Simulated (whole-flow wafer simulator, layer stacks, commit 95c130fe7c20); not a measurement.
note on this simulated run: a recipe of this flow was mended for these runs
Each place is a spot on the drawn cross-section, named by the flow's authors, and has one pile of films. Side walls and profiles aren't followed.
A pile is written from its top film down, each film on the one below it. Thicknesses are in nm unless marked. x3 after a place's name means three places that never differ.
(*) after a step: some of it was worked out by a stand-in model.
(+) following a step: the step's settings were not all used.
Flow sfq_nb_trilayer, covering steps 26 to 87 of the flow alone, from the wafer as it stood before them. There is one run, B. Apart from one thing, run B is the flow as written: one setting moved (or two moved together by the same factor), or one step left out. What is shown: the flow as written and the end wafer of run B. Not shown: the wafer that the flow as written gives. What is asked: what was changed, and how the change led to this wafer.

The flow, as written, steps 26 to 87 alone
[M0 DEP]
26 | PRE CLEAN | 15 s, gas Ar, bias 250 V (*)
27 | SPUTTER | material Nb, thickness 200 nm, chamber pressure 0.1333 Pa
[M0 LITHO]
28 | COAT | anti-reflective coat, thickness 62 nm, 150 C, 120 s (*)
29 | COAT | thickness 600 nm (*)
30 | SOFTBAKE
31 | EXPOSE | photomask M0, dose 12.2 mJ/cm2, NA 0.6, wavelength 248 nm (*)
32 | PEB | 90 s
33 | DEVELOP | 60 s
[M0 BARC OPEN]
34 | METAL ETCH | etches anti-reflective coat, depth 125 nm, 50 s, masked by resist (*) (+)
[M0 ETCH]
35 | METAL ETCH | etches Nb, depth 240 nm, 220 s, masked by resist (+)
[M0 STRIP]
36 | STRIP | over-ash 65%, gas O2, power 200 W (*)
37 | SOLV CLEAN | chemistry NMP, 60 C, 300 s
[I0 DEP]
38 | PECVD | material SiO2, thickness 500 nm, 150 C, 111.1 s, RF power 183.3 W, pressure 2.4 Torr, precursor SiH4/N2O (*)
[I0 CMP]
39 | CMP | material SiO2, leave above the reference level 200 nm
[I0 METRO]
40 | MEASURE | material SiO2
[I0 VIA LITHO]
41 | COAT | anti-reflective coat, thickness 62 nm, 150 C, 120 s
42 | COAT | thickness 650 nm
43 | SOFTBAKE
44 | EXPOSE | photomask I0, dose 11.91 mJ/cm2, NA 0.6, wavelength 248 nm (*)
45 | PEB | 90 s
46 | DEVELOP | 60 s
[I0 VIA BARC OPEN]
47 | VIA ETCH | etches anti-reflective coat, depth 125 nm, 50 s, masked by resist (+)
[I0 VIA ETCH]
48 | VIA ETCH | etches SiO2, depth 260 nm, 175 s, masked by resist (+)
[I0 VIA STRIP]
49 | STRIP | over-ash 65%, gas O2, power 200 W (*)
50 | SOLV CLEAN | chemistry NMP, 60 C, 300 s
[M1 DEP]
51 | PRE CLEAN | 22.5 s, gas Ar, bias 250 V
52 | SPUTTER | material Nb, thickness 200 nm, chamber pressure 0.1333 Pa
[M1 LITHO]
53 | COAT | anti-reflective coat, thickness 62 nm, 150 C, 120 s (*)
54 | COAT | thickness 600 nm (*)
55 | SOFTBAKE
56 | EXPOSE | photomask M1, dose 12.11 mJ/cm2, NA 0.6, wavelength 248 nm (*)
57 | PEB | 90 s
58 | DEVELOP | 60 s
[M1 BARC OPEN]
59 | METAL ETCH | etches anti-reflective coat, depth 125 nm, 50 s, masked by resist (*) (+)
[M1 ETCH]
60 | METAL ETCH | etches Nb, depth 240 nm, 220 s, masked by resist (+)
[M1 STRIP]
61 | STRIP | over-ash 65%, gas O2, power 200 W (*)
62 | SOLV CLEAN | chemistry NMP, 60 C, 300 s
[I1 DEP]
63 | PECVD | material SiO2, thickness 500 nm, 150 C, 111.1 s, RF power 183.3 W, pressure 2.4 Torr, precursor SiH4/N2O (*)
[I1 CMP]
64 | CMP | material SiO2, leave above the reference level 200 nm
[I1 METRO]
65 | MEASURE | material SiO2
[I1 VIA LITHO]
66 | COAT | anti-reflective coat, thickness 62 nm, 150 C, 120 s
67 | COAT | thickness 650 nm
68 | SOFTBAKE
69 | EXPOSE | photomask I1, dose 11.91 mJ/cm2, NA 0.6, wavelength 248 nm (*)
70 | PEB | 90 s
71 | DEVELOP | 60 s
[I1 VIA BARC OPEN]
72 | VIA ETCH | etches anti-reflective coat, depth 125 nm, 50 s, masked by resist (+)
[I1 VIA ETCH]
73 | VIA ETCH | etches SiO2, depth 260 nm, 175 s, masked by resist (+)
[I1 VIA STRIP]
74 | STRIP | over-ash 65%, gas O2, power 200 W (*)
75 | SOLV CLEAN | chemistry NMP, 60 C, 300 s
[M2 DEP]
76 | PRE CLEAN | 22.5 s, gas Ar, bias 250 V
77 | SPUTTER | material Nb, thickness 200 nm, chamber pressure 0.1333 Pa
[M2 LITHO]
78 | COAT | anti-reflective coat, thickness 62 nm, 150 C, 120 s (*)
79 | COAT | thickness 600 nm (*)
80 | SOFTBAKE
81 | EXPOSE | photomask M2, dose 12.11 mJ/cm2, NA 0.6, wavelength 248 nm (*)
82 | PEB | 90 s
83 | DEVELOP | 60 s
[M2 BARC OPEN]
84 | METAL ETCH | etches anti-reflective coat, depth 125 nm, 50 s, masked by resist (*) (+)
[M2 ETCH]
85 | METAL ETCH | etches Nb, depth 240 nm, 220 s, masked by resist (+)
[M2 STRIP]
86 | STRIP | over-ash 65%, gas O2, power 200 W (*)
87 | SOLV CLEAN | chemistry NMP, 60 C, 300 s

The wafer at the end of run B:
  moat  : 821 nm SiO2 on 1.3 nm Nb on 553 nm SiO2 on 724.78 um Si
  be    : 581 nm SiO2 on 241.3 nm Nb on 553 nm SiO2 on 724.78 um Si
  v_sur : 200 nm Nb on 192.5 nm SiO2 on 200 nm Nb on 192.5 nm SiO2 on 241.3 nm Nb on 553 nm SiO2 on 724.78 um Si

Cause: step 27, SPUTTER: thickness 241.3 nm was run, though the flow has thickness 200 nm.
The wafer itself shows it: be has Nb 241.3, and step 27 as written asks for 200 nm.

How this came from the change, step by step:
  27 | SPUTTER | material Nb, thickness 200 nm, chamber pressure 0.1333 Pa
      field_l, v_sur, via_wl and 102 more: Nb gains 241.3 (new film) (it would be, as written: Nb gains 200 (new film))
      l0v: Nb gains 236.7 (new film) (it would be, as written: Nb gains 195.4 (new film))
  35 | METAL ETCH | etches Nb, depth 240 nm, 220 s, masked by resist (+)
      moat, m0r_space_l x2: Nb loses 240 (it would be, as written: Nb loses 200 (all of it), SiO2 loses 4)
  38 | PECVD | material SiO2, thickness 500 nm, 150 C, 111.1 s, RF power 183.3 W, pressure 2.4 Torr, precursor SiH4/N2O (*)
      moat, m0r_space_l x2: SiO2 gains 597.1 (new film) (it would be, as written: SiO2 gains 561.1)
Taking metal films that touch as one body, moat has 1 body; the flow as written gives 0 bodies.
